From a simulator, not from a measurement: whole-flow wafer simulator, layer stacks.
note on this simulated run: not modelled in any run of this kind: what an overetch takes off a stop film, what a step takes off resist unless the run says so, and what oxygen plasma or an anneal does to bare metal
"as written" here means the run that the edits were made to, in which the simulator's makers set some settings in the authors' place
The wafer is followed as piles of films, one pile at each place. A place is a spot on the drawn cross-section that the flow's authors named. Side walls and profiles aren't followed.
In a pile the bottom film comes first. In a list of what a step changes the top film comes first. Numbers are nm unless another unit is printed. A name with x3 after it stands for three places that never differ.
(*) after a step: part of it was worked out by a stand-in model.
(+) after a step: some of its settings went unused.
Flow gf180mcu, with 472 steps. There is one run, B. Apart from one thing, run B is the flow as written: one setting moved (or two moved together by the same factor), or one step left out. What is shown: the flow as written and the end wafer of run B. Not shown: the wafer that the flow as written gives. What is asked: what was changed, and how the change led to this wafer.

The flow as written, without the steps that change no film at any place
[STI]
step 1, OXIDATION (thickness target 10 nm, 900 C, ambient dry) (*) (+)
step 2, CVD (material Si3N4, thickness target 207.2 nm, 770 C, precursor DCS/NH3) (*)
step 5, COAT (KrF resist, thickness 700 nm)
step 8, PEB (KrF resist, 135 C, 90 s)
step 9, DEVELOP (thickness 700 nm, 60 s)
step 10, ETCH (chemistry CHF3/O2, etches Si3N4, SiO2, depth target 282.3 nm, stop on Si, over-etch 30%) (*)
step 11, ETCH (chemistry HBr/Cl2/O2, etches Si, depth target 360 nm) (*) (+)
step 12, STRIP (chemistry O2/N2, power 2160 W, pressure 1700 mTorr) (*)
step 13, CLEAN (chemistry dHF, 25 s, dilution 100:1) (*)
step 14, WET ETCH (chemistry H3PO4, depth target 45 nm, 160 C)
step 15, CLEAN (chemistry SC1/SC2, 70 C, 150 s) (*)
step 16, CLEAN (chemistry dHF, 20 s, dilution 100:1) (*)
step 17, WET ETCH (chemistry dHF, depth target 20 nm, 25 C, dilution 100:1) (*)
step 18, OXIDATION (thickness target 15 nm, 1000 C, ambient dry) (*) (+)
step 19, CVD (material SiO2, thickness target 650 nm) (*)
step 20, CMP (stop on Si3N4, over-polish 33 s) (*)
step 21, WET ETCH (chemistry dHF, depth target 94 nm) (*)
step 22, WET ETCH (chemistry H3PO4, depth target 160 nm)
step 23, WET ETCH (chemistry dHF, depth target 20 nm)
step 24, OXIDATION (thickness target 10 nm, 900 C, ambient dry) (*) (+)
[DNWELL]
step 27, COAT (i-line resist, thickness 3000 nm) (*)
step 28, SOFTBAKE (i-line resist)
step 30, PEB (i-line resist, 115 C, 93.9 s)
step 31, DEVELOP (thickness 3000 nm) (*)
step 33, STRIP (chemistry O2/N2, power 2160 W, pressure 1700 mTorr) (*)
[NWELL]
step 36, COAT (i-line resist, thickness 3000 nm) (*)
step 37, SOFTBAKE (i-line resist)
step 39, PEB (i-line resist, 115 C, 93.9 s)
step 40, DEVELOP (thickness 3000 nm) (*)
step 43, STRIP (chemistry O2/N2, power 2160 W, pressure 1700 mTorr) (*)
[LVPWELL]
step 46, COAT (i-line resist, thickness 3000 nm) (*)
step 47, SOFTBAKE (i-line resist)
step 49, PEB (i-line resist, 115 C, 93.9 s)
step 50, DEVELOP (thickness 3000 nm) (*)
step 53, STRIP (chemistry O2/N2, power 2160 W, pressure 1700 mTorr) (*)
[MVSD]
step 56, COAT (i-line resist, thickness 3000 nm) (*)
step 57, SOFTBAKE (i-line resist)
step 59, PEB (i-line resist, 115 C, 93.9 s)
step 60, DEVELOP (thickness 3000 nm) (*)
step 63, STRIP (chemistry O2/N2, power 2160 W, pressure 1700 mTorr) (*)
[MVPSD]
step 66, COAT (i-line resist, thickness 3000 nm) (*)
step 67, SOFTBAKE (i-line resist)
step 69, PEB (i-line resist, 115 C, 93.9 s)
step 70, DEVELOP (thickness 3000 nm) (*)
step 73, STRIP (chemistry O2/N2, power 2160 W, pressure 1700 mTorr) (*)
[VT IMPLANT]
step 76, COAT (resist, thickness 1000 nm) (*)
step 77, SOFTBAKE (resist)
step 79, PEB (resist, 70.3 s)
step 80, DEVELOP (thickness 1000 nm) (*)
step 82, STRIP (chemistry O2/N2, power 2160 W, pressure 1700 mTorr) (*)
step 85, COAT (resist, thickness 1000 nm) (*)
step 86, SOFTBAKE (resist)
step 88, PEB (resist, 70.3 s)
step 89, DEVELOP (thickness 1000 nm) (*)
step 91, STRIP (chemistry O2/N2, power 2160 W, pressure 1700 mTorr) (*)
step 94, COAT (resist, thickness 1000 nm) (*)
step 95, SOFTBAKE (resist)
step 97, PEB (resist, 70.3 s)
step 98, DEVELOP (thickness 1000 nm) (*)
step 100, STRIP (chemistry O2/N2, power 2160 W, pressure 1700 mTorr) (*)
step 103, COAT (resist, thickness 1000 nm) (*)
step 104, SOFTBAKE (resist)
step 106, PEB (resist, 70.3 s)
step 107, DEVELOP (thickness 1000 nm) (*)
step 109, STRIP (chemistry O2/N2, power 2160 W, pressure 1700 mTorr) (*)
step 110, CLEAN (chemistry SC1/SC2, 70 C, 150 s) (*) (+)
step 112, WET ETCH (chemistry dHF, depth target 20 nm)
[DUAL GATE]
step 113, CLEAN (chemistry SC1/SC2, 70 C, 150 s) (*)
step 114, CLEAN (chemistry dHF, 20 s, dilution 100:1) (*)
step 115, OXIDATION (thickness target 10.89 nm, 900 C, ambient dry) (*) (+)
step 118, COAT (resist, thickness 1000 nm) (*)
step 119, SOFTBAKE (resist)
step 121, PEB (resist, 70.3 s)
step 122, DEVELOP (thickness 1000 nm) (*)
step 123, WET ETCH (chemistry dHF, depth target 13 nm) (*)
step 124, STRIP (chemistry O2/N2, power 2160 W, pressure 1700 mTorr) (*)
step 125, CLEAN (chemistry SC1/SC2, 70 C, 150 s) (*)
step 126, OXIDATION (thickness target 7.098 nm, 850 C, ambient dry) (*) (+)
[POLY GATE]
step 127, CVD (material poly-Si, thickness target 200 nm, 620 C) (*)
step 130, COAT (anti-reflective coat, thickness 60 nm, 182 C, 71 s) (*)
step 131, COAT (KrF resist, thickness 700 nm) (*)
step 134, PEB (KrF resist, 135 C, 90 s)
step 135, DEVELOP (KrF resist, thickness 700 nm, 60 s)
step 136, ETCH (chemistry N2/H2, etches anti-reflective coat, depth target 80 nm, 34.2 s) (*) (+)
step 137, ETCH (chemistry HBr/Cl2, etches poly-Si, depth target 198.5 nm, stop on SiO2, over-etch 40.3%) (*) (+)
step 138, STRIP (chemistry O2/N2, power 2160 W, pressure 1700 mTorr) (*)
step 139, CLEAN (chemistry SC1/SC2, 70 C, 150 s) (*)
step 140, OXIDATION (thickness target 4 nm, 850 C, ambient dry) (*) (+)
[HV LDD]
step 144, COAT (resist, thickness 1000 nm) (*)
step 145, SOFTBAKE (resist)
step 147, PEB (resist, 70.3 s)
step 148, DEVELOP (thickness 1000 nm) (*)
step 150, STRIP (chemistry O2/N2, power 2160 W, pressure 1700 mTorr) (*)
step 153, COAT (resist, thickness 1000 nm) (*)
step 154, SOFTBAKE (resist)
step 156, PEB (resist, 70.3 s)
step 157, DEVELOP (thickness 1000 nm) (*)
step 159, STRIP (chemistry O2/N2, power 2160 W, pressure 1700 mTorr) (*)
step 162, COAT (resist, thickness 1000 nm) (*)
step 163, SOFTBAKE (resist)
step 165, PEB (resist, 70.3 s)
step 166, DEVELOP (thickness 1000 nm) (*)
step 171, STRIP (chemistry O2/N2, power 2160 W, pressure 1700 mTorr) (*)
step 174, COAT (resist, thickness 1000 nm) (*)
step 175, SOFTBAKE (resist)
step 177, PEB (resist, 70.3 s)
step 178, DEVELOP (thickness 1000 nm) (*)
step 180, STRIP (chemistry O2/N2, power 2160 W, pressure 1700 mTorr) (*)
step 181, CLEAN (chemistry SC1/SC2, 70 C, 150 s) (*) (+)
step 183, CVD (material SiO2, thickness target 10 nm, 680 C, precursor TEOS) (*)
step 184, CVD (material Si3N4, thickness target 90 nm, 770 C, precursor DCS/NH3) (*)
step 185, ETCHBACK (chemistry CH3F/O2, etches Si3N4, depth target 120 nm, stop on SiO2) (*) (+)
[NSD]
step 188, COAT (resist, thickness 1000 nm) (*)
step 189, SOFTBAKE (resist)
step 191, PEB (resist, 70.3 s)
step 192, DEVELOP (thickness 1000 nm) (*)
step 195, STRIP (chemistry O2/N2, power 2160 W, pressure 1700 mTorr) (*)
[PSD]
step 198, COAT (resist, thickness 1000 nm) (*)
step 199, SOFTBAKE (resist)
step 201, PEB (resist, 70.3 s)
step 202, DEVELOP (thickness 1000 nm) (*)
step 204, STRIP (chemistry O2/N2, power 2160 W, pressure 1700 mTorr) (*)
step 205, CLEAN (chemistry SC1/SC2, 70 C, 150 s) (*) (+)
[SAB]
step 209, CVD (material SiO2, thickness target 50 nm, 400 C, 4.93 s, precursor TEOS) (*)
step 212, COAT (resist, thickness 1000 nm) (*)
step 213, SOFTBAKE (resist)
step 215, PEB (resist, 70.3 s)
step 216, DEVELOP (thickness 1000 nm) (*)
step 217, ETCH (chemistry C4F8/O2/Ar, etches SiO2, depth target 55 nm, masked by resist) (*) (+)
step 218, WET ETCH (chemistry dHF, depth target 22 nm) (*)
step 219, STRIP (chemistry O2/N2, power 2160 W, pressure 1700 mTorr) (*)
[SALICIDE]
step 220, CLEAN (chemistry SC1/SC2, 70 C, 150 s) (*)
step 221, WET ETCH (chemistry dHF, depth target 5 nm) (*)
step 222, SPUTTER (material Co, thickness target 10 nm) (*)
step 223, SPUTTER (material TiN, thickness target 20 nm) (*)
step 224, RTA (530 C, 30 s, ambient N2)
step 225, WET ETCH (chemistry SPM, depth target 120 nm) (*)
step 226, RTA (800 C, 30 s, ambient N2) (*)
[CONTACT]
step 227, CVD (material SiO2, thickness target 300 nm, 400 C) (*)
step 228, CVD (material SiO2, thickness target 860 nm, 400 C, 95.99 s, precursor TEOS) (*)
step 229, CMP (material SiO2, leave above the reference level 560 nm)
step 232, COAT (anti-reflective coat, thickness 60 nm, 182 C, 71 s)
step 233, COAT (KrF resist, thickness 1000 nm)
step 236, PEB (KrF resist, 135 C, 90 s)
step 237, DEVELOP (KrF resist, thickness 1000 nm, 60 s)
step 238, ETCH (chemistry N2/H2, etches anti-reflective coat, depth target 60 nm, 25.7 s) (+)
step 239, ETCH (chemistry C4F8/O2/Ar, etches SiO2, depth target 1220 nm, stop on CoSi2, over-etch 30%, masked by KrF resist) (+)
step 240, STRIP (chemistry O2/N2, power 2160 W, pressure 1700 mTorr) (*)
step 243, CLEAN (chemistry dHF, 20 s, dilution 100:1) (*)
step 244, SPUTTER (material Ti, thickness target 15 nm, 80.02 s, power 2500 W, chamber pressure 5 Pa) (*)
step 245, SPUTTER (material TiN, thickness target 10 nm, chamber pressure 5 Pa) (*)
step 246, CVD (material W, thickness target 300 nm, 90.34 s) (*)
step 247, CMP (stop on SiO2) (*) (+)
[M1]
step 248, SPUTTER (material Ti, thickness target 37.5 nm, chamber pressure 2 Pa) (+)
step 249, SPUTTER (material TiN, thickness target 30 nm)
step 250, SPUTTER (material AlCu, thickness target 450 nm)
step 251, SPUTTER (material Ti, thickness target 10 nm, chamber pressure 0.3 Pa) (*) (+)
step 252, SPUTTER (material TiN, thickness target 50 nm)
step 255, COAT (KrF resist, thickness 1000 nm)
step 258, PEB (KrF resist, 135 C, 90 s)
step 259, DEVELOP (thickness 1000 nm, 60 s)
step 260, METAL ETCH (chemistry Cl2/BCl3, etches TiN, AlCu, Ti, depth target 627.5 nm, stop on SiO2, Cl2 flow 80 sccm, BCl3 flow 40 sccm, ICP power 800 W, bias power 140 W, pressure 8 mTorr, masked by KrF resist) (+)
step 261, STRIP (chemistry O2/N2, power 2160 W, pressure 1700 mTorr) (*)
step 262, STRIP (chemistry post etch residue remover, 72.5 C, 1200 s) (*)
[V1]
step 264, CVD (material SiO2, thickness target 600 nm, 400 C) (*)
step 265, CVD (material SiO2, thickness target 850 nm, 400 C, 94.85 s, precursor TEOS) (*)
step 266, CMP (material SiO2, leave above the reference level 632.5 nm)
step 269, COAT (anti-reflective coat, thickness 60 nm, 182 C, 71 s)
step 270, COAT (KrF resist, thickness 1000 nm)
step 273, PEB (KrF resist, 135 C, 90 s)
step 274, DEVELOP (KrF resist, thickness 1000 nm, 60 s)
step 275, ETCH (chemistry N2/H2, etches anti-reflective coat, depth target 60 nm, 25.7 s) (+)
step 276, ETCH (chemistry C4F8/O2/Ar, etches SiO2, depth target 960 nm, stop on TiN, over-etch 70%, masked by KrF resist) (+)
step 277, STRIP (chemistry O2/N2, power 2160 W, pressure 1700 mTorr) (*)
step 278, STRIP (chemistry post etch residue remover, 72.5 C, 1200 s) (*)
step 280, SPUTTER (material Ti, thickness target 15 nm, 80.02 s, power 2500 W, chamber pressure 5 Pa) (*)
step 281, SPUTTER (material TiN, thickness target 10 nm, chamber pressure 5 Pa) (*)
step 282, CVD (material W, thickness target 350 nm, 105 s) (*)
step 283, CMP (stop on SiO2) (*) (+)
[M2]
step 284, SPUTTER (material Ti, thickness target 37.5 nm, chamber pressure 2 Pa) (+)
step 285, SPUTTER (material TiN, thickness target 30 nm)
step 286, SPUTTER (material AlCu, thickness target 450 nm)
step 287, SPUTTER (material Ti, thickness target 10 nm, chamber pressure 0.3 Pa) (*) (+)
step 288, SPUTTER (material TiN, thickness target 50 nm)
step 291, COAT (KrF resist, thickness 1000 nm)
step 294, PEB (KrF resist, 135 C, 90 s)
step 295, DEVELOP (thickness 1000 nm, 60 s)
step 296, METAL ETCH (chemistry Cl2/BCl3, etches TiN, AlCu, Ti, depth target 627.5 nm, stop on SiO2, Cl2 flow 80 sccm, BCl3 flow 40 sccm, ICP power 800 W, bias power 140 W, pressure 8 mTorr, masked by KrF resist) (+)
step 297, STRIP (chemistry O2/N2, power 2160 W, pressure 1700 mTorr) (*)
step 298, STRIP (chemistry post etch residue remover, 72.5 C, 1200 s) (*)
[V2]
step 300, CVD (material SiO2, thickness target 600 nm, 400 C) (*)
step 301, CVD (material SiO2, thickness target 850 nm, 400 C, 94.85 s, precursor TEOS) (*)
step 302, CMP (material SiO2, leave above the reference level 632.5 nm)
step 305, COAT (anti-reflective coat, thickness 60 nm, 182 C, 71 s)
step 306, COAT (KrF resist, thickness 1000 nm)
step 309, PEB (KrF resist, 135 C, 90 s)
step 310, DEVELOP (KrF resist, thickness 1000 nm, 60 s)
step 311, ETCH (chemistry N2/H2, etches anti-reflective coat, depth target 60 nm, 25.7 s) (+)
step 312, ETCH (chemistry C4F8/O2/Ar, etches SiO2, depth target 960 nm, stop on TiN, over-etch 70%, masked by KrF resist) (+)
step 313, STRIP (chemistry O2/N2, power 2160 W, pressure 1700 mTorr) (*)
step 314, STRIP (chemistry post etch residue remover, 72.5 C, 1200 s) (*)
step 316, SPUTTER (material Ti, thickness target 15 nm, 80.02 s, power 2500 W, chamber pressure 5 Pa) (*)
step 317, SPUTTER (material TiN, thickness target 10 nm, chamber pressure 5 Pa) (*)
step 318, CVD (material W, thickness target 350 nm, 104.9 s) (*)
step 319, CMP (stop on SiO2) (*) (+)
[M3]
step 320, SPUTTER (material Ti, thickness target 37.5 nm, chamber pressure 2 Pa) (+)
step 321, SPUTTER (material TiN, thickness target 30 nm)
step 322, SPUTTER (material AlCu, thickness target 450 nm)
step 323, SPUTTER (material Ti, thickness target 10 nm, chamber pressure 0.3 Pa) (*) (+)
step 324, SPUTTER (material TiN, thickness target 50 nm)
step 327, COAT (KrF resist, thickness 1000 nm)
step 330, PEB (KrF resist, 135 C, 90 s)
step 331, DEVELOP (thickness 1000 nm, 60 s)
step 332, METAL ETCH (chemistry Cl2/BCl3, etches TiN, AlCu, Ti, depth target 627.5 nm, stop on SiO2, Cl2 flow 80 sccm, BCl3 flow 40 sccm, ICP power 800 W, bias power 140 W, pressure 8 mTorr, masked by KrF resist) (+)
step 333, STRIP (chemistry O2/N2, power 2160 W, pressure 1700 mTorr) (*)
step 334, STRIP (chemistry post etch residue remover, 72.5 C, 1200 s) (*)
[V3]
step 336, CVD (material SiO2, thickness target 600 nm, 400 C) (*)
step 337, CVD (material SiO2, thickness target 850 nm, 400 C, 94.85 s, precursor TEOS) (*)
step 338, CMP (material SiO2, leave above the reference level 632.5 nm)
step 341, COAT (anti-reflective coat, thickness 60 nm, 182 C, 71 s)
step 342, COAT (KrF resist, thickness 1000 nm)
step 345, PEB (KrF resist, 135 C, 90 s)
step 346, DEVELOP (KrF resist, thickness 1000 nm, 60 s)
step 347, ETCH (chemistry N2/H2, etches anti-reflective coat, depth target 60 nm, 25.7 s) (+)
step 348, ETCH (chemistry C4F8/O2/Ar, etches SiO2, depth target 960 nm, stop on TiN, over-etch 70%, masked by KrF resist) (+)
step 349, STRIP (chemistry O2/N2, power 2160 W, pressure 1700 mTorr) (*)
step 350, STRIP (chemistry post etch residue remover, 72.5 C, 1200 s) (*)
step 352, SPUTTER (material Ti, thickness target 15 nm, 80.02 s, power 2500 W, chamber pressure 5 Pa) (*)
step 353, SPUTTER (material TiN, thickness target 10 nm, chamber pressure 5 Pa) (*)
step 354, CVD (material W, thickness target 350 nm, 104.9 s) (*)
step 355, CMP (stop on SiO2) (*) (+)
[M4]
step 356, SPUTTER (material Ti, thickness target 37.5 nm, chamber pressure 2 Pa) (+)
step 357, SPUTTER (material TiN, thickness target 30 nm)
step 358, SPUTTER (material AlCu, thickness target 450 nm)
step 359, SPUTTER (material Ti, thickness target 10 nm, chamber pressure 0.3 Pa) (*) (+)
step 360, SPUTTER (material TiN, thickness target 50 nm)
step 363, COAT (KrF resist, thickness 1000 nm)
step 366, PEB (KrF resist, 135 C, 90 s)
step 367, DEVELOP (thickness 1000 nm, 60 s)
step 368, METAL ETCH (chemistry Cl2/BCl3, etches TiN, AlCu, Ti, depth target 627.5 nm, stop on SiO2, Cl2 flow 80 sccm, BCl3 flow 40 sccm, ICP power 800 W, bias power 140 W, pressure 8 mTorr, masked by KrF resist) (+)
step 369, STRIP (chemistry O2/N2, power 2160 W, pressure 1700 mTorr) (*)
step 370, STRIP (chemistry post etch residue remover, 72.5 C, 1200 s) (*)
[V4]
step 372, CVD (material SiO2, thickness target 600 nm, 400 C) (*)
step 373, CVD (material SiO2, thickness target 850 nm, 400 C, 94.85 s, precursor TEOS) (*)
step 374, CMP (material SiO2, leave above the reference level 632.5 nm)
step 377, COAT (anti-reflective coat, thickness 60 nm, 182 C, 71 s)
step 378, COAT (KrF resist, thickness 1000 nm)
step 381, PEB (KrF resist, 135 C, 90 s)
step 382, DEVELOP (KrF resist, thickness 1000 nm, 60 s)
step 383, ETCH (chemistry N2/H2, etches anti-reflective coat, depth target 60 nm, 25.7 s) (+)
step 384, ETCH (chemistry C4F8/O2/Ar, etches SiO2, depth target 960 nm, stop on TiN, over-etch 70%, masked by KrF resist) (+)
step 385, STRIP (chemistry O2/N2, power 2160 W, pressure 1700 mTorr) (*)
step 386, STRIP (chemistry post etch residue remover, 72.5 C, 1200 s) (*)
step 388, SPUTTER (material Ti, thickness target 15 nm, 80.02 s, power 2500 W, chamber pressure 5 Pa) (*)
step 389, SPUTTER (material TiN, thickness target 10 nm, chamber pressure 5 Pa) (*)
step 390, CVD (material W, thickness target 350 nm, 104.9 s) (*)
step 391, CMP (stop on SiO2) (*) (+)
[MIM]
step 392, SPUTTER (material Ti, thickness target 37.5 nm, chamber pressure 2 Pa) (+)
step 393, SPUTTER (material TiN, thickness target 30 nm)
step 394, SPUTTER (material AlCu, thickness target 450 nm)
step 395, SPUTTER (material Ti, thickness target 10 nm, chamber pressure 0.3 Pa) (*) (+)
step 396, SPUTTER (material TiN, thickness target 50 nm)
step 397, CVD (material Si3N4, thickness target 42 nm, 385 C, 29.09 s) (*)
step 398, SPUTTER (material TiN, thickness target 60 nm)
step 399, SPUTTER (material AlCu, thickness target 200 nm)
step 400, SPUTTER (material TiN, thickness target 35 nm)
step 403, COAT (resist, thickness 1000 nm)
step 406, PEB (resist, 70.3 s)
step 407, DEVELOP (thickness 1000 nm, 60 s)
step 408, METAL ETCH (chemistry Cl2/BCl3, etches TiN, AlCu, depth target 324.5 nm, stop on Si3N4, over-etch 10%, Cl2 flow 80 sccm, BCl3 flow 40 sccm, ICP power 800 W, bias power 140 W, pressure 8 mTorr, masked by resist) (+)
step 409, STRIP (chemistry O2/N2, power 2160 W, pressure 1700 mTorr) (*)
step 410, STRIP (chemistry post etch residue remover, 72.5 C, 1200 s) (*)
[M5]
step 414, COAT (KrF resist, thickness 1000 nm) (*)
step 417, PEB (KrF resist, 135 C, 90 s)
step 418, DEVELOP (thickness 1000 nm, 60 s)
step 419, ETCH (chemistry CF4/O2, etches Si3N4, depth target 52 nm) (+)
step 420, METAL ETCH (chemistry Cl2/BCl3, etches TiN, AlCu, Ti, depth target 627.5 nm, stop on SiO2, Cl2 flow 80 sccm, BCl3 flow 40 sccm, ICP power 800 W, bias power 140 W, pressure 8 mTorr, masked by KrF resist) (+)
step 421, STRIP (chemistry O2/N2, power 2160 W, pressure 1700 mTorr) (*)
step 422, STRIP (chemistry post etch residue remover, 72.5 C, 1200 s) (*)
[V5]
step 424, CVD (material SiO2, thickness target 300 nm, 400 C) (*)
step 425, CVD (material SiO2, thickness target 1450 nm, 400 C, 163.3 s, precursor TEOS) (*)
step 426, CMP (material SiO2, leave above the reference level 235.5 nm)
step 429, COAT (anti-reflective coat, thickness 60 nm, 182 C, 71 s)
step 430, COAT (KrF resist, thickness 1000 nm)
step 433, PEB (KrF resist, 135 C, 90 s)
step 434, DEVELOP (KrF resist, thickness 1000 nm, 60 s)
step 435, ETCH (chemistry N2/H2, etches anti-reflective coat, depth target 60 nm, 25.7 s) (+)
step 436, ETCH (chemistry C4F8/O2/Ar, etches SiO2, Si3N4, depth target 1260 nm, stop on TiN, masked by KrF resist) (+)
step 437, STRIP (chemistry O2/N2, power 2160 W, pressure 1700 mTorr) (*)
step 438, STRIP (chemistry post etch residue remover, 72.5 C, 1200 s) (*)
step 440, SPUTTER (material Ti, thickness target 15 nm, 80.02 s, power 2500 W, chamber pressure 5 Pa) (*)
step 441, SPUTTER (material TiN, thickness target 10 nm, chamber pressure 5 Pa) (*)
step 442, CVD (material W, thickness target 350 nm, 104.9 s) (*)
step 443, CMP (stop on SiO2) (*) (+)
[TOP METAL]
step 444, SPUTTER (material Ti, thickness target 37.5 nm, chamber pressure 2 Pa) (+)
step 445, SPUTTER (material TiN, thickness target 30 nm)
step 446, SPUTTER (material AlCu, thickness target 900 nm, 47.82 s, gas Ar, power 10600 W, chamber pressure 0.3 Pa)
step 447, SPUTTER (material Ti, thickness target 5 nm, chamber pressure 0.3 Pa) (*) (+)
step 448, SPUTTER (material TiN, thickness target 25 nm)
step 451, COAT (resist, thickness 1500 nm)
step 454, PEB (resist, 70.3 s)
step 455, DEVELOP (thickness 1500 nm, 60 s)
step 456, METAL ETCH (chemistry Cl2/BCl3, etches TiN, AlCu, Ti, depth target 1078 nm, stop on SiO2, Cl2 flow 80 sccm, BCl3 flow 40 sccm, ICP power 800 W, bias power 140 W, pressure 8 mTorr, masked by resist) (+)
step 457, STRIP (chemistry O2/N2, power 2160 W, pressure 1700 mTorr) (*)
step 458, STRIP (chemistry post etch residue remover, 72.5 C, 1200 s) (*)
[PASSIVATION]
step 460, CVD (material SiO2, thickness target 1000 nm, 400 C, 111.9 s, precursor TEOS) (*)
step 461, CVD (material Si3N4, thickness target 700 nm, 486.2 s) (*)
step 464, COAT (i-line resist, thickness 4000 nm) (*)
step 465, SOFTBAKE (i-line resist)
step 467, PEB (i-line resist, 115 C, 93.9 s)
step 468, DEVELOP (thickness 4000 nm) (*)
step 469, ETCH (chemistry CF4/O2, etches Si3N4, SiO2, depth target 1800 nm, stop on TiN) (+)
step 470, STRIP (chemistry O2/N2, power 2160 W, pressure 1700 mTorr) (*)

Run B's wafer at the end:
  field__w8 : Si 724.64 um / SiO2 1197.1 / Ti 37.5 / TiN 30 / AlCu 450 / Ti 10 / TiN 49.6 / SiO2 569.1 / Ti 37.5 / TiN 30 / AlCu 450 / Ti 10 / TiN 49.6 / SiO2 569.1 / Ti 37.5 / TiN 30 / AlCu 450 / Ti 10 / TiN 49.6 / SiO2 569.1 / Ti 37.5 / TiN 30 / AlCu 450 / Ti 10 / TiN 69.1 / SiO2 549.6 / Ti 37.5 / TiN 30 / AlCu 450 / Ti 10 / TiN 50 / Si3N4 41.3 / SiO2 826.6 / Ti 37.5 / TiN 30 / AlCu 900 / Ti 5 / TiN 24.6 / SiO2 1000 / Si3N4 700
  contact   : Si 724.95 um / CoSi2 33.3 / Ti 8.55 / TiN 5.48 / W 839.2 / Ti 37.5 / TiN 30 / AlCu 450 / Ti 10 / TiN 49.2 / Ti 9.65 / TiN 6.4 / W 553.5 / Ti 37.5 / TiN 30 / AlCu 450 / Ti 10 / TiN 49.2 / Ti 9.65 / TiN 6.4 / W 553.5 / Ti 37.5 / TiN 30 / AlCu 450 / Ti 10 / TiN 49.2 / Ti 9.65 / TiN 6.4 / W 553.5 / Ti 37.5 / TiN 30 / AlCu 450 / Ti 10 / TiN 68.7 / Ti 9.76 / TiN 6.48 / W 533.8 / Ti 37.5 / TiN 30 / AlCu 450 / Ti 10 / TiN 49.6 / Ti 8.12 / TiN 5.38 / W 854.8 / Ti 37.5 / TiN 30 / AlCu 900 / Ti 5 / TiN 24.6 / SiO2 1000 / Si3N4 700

What caused this: step 360, SPUTTER: thickness target 69.5 nm was run, though the flow has thickness target 50 nm.

How this came from the change, step by step:
  step 360, SPUTTER (material TiN, thickness target 50 nm)
      field, field__w1, field__w2 and 108 more: TiN gains 69.5 (new film) (in the flow as written it would be: TiN gains 50 (new film))
  step 368, METAL ETCH (chemistry Cl2/BCl3, etches TiN, AlCu, Ti, depth target 627.5 nm, stop on SiO2, Cl2 flow 80 sccm, BCl3 flow 40 sccm, ICP power 800 W, bias power 140 W, pressure 8 mTorr, masked by KrF resist) (+)
      field, field__w1, field__w2 and 103 more: TiN loses 69.5 (all of it), Ti loses 10 (all of it), AlCu loses 450 (all of it), TiN loses 30 (all of it), Ti loses 37.5 (all of it) (in the flow as written it would be: TiN loses 50 (all of it), Ti loses 10 (all of it), AlCu loses 450 (all of it), TiN loses 30 (all of it), Ti loses 37.5 (all of it))
  step 374, CMP (material SiO2, leave above the reference level 632.5 nm)
      field__w8, contact, m1, m1__w1, m1_nw: SiO2 loses 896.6 (in the flow as written it would be: SiO2 loses 877.1)
  step 384, ETCH (chemistry C4F8/O2/Ar, etches SiO2, depth target 960 nm, stop on TiN, over-etch 70%, masked by KrF resist) (+)
      field, field__w1, field__w2 and 107 more: KrF resist loses 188 (in the flow as written it would be: KrF resist loses 192)
      contact: SiO2 loses 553 (all of it) (in the flow as written it would be: SiO2 loses 572.5 (all of it))
  step 390, CVD (material W, thickness target 350 nm, 104.9 s) (*)
      contact: W gains 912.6 (new film) (in the flow as written it would be: W gains 932.3 (new film))
